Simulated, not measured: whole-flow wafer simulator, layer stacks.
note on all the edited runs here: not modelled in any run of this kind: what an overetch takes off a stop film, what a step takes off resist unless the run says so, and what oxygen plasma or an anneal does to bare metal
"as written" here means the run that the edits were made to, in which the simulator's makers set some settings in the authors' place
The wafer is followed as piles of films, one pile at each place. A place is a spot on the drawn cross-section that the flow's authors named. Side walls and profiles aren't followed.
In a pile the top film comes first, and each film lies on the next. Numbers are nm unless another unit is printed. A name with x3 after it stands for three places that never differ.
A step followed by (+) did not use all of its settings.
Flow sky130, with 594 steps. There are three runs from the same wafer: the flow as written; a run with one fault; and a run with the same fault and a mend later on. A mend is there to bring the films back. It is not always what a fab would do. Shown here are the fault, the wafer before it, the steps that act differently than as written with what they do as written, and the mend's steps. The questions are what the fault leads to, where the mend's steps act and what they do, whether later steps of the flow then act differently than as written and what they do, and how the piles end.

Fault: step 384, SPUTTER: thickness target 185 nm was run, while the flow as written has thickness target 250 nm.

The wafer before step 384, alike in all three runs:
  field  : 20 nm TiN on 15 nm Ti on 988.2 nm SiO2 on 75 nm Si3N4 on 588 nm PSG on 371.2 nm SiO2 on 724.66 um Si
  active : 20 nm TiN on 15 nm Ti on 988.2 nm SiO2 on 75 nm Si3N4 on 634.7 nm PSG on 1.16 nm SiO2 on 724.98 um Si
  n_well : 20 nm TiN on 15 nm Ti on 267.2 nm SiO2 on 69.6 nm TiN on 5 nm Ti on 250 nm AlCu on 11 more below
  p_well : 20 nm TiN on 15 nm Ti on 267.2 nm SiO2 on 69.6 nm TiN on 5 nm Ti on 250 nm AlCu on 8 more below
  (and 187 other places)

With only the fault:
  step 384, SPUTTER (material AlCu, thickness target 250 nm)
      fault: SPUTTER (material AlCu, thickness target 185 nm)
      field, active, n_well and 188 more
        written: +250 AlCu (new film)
        fault: +185 AlCu (new film)
  Steps later in the flow that act otherwise than as written:
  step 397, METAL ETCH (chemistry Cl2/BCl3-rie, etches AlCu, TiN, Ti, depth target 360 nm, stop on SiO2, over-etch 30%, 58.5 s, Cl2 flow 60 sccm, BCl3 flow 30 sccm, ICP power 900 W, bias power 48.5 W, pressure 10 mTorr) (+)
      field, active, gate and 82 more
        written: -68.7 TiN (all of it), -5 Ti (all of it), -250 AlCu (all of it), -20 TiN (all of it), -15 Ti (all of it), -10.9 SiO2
        fault: -68.7 TiN (all of it), -5 Ti (all of it), -185 AlCu (all of it), -20 TiN (all of it), -15 Ti (all of it), -17.4 SiO2
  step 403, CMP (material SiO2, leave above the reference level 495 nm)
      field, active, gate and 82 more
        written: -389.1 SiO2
        fault: -447.6 SiO2
  By the end, the piles at n_well, p_well, gate_hv and 115 more depart from the flow's by more than 2% or 0.5 nm, whichever is larger.
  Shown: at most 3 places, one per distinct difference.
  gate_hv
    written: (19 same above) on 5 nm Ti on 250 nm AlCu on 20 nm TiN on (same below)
    fault: (19 same above) on 5 nm Ti on 185 nm AlCu on 20 nm TiN on (same below)
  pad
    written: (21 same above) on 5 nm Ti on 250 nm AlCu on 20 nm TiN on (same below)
    fault: (21 same above) on 5 nm Ti on 185 nm AlCu on 20 nm TiN on (same below)
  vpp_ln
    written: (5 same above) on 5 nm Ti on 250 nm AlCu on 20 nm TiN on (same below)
    fault: (5 same above) on 5 nm Ti on 185 nm AlCu on 20 nm TiN on (same below)

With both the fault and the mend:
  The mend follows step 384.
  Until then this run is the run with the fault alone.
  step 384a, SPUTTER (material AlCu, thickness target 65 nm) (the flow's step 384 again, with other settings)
      field, active, n_well and 188 more
        +65 AlCu
  Every later step of the flow that is run acts as written at every place that is followed.
  By the end, the piles equal the flow's at every place that both follow.
